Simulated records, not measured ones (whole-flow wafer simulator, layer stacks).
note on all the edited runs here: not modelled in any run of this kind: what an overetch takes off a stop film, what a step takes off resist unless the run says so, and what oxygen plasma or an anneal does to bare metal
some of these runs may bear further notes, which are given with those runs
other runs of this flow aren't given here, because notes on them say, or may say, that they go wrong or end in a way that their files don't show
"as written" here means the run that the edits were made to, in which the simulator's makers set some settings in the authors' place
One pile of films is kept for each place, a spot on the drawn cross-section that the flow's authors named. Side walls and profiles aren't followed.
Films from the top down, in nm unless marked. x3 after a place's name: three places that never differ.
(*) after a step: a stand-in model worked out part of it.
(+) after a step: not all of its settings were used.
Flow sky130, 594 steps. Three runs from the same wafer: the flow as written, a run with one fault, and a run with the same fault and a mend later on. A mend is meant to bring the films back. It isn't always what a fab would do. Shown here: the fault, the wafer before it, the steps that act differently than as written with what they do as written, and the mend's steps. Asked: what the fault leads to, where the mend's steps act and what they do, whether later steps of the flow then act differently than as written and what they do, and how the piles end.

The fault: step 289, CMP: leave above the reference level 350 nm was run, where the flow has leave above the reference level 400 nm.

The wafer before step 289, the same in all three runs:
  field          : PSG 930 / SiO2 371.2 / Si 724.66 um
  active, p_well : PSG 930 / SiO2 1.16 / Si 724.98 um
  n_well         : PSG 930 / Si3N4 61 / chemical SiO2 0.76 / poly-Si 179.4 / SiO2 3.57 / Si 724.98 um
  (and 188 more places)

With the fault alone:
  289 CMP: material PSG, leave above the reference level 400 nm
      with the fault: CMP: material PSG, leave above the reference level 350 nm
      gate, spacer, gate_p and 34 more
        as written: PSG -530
        with the fault: PSG -580
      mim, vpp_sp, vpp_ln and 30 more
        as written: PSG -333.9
        with the fault: PSG -383.9
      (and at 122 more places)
  Later steps of the flow that act differently than as written:
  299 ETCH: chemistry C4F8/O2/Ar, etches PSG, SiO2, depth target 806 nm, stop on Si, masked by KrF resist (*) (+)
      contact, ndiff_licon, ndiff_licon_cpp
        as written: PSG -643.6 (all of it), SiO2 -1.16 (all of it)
        with the fault: PSG -593.6 (all of it), SiO2 -1.16 (all of it)
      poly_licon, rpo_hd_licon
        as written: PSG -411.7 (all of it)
        with the fault: PSG -361.7 (all of it)
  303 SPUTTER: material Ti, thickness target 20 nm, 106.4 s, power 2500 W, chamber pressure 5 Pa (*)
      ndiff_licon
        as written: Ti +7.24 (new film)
        with the fault: Ti +7.85 (new film)
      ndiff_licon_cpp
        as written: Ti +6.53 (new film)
        with the fault: Ti +7.06 (new film)
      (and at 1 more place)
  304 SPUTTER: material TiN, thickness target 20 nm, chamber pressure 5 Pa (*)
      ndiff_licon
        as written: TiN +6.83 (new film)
        with the fault: TiN +7.43 (new film)
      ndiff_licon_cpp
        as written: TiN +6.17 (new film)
        with the fault: TiN +6.7 (new film)
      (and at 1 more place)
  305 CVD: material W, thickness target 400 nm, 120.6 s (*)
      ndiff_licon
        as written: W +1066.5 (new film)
        with the fault: W +1015.3 (new film)
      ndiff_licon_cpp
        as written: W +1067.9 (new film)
        with the fault: W +1016.9 (new film)
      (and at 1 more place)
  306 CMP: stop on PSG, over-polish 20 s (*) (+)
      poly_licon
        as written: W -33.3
        with the fault: W -83.3
  At the end the piles differ from the flow's by more than 2% or 0.5 nm, whichever is larger, at field, active, n_well and 190 more.
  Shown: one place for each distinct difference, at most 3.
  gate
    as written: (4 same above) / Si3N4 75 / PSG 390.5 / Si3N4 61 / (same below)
    with the fault: (4 same above) / Si3N4 75 / PSG 340.5 / Si3N4 61 / (same below)
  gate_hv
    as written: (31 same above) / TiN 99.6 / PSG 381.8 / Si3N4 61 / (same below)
    with the fault: (31 same above) / TiN 99.6 / PSG 331.8 / Si3N4 61 / (same below)
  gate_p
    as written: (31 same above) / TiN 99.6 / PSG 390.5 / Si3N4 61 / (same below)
    with the fault: (31 same above) / TiN 99.6 / PSG 340.5 / Si3N4 61 / (same below)

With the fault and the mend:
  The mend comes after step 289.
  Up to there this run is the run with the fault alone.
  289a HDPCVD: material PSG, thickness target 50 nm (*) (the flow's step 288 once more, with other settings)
      field, active, n_well and 189 more
        PSG +50
  No later step of the flow acts differently than as written, at any place that is followed, by more than 2% or 0.5 nm, whichever is larger.
  At the end the piles differ from the flow's only slightly at the places that both follow, by at most 2% or 0.5 nm, whichever is larger.
